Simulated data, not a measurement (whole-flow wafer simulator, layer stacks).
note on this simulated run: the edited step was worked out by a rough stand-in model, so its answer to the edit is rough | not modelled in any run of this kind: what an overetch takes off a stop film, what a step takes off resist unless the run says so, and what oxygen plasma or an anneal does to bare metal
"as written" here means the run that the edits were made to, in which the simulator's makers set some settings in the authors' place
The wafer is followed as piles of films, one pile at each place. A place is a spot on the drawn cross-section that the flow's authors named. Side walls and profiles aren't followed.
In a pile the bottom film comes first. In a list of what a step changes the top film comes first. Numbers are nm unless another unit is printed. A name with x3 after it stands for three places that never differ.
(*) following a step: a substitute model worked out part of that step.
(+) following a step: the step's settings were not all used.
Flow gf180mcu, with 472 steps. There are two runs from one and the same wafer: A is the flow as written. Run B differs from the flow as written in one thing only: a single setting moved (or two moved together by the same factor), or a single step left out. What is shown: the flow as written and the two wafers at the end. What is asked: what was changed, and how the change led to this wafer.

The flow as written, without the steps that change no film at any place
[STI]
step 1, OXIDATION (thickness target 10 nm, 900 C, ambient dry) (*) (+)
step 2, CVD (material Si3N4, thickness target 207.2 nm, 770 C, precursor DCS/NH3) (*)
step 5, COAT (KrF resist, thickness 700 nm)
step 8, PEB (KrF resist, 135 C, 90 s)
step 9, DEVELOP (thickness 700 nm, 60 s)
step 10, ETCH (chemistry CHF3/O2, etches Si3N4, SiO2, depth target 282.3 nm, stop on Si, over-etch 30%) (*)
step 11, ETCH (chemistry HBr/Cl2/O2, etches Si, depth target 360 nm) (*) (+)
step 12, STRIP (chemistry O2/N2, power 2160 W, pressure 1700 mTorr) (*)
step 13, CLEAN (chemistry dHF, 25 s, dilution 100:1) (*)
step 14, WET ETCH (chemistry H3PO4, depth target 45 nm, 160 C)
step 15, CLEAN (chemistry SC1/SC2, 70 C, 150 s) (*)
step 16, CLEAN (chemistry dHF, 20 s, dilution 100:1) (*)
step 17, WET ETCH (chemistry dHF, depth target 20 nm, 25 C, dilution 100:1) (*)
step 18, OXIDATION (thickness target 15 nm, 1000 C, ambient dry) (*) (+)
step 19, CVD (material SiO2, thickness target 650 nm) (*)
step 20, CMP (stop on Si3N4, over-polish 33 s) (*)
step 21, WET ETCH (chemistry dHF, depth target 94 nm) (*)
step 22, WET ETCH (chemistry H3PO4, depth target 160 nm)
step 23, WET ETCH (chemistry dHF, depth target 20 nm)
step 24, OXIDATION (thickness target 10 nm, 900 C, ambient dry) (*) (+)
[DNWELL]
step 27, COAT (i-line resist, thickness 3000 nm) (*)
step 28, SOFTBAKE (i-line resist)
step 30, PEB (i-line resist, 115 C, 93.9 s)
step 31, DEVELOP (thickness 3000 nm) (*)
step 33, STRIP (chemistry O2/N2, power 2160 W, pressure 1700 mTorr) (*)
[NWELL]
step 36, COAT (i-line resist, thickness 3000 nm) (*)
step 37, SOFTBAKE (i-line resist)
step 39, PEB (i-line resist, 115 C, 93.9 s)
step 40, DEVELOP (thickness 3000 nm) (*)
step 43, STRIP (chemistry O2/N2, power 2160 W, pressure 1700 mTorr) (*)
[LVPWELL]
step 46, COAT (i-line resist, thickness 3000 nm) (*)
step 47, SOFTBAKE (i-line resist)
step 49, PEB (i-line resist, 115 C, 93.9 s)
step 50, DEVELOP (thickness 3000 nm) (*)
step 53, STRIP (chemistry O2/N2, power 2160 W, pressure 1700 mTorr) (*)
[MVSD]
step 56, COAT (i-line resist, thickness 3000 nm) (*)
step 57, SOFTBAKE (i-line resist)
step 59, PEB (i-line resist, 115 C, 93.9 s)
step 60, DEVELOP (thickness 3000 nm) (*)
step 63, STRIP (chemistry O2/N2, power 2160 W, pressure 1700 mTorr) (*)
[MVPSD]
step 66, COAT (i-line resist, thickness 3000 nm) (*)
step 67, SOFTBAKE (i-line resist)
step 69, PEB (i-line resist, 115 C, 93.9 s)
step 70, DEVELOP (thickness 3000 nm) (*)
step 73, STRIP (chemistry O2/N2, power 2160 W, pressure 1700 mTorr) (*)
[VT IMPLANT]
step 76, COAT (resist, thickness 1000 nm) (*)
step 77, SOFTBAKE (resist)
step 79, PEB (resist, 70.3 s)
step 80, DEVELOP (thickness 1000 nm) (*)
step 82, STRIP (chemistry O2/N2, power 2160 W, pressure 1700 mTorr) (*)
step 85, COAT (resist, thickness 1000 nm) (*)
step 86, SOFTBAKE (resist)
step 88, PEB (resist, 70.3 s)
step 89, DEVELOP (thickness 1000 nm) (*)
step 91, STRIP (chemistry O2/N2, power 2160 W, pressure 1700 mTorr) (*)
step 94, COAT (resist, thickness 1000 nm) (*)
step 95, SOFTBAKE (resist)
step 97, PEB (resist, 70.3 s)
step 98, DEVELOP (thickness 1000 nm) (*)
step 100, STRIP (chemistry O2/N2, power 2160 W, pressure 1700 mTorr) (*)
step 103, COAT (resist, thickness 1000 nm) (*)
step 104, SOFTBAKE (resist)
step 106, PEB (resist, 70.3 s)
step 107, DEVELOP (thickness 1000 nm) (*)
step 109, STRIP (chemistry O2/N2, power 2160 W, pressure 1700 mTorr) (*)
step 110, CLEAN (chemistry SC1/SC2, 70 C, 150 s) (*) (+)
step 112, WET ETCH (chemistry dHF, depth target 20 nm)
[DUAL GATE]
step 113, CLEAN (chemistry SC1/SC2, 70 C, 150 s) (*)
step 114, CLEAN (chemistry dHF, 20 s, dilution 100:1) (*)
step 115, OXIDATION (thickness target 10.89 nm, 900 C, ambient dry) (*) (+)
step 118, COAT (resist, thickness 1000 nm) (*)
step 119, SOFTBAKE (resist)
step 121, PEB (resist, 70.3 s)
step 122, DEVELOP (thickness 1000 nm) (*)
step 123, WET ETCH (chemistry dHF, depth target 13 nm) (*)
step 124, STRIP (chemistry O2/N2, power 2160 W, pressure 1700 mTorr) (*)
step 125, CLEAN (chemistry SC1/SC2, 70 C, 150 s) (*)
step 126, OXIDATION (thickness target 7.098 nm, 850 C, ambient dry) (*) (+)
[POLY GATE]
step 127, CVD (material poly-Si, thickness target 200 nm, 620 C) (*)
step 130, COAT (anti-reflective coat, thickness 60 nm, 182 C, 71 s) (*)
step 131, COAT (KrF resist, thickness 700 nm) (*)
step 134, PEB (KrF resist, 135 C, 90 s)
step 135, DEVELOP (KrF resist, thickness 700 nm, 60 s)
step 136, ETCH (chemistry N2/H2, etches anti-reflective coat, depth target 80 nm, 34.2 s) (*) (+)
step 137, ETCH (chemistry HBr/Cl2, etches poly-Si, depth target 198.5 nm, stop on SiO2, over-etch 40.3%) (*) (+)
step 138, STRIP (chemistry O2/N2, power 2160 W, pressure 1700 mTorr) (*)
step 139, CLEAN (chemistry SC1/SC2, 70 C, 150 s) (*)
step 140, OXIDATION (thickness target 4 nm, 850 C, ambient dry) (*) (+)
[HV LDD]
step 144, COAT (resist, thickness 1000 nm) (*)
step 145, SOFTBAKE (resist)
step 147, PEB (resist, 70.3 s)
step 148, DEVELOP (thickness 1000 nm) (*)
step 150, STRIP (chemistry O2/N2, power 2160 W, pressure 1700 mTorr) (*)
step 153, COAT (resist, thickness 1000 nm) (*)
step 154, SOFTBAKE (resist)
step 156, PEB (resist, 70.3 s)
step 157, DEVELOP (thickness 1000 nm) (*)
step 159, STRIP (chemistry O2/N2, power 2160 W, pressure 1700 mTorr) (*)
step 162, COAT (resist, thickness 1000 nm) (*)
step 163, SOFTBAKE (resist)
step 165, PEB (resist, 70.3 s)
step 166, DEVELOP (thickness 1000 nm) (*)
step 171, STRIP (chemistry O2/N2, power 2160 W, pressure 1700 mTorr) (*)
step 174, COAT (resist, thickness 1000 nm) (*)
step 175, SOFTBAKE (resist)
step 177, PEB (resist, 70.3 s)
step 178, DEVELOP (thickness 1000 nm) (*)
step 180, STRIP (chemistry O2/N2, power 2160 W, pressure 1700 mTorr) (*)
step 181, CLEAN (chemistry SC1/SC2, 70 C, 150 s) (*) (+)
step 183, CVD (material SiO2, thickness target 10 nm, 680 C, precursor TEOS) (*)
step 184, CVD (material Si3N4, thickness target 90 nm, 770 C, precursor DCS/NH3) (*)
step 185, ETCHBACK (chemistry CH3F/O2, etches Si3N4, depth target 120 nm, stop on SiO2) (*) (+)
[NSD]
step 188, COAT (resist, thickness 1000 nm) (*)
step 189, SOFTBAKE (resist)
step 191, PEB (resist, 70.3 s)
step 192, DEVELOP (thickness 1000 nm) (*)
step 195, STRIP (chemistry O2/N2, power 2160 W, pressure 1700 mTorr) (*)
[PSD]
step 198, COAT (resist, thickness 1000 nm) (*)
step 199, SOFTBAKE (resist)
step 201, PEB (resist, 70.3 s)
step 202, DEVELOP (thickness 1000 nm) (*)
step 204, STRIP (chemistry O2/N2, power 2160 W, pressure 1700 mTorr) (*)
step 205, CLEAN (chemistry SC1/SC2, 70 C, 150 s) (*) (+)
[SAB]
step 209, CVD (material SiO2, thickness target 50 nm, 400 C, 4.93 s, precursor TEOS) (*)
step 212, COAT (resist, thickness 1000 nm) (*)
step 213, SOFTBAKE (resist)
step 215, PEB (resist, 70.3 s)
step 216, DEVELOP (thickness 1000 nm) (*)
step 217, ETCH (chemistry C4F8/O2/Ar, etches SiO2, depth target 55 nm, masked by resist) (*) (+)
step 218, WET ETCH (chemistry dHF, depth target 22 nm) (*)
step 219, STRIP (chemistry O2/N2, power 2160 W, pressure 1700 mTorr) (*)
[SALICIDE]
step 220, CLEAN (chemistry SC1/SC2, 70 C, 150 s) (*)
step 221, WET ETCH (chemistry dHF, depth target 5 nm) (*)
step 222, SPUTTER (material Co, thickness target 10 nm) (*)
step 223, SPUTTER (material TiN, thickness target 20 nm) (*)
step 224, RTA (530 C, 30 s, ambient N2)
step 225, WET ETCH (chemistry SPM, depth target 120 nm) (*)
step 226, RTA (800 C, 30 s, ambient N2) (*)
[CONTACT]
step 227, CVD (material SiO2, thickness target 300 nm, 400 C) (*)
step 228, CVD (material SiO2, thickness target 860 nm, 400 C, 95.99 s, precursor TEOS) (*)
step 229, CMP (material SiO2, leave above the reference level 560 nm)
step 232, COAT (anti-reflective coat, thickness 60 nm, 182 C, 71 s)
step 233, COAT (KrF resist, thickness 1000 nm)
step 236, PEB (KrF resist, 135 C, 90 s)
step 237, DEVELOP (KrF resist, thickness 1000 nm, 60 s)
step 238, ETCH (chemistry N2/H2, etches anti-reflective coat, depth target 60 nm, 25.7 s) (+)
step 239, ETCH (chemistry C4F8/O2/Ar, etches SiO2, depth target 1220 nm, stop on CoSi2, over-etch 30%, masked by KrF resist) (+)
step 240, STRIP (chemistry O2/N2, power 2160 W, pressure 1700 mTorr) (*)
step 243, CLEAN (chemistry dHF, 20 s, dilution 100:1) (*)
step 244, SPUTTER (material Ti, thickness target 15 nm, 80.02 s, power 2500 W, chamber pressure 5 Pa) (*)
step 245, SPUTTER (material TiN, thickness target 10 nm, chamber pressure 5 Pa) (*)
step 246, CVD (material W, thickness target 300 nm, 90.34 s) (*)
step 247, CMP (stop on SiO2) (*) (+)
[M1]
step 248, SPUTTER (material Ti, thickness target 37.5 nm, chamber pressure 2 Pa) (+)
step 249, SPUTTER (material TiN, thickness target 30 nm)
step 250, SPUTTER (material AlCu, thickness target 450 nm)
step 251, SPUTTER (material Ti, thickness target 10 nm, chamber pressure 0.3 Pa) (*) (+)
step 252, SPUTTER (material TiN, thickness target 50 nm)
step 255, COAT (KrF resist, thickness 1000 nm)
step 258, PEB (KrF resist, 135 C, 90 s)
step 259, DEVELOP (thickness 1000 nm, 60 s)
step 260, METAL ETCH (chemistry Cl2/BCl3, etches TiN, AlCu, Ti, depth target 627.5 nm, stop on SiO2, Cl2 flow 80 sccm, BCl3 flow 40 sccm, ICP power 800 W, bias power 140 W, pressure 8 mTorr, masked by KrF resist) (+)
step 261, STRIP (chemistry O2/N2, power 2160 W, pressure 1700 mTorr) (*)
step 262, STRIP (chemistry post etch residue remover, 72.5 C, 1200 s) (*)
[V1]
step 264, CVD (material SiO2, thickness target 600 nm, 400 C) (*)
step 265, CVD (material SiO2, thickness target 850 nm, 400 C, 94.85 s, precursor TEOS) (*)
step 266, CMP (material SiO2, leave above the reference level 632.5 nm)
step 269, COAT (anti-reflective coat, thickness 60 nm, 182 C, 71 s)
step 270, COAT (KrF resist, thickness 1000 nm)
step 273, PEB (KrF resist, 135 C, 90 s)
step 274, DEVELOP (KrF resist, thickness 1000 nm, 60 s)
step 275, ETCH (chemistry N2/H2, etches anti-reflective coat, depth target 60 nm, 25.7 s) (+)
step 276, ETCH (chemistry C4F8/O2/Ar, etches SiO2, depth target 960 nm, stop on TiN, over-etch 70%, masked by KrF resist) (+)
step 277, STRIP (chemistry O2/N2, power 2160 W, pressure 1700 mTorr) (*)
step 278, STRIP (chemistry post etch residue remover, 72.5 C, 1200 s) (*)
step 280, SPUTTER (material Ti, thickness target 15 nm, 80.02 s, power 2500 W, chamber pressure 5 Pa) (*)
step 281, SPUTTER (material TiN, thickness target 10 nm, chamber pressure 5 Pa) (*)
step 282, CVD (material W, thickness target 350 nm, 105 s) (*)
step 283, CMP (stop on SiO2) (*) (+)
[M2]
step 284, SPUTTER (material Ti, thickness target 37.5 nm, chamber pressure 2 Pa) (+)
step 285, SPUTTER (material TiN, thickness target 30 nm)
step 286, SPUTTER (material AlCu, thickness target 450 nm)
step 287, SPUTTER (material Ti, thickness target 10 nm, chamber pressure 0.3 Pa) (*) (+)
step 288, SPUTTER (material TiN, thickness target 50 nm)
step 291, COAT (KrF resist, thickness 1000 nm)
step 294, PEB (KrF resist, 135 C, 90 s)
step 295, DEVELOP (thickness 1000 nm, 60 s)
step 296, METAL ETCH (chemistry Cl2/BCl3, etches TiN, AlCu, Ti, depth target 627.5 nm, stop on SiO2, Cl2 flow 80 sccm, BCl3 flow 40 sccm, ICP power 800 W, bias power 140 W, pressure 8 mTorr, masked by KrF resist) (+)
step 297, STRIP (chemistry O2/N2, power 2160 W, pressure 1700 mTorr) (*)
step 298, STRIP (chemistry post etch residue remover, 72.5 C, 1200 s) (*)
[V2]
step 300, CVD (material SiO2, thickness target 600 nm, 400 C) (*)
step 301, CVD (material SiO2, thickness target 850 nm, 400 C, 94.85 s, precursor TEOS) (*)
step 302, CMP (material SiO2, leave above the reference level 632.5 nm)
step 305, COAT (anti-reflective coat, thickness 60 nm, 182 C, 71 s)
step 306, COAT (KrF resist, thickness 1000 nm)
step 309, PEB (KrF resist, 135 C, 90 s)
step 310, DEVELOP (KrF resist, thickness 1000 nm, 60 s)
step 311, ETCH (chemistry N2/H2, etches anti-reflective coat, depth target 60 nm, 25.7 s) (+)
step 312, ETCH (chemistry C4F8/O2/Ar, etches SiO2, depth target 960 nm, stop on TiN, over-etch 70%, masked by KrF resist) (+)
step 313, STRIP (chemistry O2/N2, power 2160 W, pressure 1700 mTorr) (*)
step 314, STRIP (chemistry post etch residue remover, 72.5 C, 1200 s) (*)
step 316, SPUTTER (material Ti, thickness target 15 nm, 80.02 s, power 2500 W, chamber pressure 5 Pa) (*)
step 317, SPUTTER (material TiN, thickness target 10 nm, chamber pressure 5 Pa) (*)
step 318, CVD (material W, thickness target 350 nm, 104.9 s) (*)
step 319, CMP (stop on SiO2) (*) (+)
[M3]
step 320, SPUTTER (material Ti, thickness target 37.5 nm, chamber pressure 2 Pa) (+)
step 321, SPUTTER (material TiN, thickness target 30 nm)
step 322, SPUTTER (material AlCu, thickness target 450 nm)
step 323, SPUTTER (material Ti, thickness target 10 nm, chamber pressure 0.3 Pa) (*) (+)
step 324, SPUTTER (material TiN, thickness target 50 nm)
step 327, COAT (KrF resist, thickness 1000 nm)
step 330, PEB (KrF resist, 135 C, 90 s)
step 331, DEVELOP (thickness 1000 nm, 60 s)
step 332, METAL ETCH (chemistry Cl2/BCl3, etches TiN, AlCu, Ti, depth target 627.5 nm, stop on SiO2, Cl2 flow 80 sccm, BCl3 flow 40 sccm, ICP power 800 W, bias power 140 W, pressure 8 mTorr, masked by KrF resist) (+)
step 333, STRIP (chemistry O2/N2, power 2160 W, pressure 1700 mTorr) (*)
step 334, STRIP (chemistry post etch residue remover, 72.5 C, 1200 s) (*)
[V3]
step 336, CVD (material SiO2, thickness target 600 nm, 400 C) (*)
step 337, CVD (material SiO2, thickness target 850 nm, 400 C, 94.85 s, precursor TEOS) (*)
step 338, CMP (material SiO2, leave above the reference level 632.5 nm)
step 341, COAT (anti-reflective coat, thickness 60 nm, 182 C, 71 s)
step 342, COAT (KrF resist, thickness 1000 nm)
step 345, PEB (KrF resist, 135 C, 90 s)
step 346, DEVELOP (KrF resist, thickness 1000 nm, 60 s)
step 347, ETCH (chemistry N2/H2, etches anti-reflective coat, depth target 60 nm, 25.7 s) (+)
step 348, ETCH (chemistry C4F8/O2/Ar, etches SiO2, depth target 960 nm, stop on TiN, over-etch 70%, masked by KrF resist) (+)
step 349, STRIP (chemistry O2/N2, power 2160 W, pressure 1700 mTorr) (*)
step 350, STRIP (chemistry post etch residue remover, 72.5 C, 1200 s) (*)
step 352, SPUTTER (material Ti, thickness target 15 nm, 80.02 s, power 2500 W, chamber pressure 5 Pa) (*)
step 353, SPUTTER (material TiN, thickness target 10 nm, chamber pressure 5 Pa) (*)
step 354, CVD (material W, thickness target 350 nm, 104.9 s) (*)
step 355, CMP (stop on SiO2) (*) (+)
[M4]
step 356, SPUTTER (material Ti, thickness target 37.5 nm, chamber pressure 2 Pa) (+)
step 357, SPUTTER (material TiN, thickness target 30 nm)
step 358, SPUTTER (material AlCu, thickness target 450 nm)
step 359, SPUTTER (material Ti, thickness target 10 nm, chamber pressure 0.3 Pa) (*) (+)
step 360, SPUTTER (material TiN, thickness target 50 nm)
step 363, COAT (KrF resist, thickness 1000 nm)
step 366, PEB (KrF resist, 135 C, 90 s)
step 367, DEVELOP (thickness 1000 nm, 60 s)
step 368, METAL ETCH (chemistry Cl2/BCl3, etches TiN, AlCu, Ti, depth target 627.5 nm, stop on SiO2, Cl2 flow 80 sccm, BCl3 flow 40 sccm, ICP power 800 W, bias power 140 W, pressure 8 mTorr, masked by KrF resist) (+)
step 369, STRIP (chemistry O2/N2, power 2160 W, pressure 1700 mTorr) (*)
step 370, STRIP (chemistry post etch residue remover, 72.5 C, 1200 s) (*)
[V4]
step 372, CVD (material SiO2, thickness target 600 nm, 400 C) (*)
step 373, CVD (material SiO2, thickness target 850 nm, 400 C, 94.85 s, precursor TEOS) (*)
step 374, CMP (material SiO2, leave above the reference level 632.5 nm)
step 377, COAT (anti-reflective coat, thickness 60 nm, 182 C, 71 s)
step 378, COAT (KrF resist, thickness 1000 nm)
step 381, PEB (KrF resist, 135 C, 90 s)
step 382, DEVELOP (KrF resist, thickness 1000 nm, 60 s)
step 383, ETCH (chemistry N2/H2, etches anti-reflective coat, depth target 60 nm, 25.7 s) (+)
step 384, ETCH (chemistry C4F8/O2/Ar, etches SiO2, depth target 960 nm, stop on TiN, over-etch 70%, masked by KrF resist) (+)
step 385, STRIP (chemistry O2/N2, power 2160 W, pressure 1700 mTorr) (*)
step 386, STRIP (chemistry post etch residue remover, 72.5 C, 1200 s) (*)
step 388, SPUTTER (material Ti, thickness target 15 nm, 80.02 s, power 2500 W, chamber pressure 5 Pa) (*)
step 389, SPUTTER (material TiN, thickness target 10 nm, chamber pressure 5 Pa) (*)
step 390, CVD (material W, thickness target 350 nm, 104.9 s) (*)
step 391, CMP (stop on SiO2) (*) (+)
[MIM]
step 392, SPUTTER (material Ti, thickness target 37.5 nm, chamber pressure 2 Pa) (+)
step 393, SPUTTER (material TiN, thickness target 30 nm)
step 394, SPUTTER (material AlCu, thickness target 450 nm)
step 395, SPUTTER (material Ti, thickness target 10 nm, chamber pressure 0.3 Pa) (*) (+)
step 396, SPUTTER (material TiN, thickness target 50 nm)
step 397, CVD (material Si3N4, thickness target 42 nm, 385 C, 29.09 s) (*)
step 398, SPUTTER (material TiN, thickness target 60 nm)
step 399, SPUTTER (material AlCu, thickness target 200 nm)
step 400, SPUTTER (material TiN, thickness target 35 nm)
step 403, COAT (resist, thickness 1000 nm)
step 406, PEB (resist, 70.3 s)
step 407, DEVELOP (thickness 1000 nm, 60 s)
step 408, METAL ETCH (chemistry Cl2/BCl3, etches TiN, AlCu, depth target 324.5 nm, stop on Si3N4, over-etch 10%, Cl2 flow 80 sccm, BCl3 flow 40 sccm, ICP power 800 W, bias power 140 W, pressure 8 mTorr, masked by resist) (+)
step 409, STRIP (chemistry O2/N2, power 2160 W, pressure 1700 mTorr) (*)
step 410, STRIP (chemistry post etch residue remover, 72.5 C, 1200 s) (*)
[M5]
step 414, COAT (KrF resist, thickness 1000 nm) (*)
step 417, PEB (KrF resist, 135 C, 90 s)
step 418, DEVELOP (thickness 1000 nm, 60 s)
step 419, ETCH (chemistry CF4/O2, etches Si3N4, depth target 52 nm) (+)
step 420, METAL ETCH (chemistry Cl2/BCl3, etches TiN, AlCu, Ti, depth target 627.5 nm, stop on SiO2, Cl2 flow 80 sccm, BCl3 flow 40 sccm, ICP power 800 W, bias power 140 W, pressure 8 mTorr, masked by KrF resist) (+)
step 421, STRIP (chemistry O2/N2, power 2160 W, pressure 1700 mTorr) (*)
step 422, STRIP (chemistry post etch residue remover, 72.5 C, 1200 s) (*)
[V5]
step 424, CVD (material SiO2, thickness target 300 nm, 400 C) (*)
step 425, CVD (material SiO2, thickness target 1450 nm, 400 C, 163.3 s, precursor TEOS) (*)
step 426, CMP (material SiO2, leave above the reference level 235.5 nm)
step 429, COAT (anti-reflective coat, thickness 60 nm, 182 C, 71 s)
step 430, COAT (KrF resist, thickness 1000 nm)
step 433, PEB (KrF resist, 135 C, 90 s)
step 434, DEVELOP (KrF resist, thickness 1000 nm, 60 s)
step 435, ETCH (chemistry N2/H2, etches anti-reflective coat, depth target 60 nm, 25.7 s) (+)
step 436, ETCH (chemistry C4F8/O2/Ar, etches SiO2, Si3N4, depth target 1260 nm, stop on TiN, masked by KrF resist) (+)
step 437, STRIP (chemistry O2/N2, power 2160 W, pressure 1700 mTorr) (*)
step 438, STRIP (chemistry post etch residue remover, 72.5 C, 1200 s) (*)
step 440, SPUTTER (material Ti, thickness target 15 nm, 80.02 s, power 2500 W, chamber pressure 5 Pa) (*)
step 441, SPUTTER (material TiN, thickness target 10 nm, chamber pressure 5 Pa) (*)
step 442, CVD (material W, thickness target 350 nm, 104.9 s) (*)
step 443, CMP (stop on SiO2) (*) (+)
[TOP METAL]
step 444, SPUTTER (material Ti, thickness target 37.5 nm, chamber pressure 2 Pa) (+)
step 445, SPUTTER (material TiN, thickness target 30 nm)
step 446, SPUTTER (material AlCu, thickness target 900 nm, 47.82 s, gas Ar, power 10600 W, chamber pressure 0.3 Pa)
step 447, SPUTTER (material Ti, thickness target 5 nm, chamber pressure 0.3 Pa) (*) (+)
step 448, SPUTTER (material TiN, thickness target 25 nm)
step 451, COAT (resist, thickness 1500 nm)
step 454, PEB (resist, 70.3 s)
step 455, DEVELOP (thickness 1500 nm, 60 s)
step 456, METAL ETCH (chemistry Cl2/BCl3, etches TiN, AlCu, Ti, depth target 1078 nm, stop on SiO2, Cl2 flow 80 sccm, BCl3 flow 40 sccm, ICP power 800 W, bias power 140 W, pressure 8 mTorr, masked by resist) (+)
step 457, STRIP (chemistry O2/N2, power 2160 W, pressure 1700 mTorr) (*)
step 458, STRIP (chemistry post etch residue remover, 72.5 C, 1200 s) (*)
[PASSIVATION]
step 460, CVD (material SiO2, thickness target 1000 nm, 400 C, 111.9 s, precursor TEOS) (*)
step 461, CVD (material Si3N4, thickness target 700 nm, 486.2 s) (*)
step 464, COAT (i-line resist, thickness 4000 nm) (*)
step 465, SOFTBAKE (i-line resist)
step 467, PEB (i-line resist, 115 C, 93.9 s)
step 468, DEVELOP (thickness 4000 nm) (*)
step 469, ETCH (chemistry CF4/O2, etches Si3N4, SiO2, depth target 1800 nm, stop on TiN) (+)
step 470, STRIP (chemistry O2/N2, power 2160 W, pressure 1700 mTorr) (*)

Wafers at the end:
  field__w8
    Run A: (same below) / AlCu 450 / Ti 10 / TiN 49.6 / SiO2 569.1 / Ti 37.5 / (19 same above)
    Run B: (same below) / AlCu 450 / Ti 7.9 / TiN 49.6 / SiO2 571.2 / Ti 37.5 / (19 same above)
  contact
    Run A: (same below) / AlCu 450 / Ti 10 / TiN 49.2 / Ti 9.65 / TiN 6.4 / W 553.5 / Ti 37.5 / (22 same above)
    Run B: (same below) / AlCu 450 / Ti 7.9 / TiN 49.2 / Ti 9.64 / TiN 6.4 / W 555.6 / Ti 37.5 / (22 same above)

Cause: step 323, SPUTTER: thickness target 7.9 nm was run, while the flow as written has thickness target 10 nm.
The wafer itself shows it: field__w8 has Ti 7.9, and step 323 as written asks for 10 nm.

The path from the change to this, step by step:
  step 323, SPUTTER (material Ti, thickness target 10 nm, chamber pressure 0.3 Pa) (*) (+)
      field, field__w1, field__w2 and 108 more: A Ti gains 10 (new film) | B Ti gains 7.9 (new film)
  step 332, METAL ETCH (chemistry Cl2/BCl3, etches TiN, AlCu, Ti, depth target 627.5 nm, stop on SiO2, Cl2 flow 80 sccm, BCl3 flow 40 sccm, ICP power 800 W, bias power 140 W, pressure 8 mTorr, masked by KrF resist) (+)
      field, field__w1, field__w2 and 103 more: A TiN loses 50 (all of it), Ti loses 10 (all of it), AlCu loses 450 (all of it), TiN loses 30 (all of it), Ti loses 37.5 (all of it) | B TiN loses 50 (all of it), Ti loses 7.9 (all of it), AlCu loses 450 (all of it), TiN loses 30 (all of it), Ti loses 37.5 (all of it)
